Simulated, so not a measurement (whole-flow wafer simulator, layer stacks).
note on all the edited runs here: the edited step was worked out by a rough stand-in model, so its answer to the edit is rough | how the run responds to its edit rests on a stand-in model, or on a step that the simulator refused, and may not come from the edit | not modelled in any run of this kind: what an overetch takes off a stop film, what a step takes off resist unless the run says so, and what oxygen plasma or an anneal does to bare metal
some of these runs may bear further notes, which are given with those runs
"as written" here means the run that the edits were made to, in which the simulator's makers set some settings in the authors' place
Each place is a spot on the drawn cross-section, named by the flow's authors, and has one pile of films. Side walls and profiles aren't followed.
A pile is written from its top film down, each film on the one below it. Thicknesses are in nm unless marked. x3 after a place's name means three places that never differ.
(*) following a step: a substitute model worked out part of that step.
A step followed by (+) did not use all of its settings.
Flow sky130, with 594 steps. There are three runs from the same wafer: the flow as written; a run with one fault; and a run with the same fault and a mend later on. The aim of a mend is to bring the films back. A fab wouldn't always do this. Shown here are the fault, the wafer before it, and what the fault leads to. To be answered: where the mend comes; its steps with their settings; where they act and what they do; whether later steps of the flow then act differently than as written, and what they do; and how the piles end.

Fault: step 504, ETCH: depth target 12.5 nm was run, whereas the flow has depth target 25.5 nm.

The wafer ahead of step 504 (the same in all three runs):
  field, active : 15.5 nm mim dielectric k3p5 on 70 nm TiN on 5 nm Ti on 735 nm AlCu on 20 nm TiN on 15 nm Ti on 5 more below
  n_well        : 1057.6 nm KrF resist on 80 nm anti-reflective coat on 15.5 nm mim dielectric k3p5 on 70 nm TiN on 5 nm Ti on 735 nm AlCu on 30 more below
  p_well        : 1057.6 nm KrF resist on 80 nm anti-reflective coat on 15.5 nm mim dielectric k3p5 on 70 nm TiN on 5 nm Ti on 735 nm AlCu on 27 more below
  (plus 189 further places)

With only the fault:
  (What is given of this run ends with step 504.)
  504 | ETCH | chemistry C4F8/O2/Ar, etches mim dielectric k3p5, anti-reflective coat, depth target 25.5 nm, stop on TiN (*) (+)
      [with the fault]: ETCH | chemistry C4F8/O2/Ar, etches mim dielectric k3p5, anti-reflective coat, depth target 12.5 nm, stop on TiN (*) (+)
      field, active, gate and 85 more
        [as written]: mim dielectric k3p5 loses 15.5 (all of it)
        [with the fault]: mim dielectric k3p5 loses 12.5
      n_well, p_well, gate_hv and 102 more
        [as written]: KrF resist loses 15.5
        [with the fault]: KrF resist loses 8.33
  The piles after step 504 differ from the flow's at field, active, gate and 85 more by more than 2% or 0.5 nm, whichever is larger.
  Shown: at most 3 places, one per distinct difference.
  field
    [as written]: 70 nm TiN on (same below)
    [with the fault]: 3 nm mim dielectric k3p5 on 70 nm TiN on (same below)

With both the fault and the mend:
  The mend follows step 504.
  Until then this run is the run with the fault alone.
  504a | ETCH | chemistry C4F8/O2/Ar, etches mim dielectric k3p5, anti-reflective coat, depth target 13 nm, stop on TiN (*) (+) (a further turn of the flow's step 504, with different settings)
      n_well, p_well, gate_hv and 102 more
        KrF resist loses 3
      field, active, gate and 85 more
        mim dielectric k3p5 loses 3 (all of it)
  Every later step of the flow that is run acts as written, at every place that is followed, to within 2% or 0.5 nm, whichever is larger.
  By the end, the piles equal the flow's at every place that both follow.
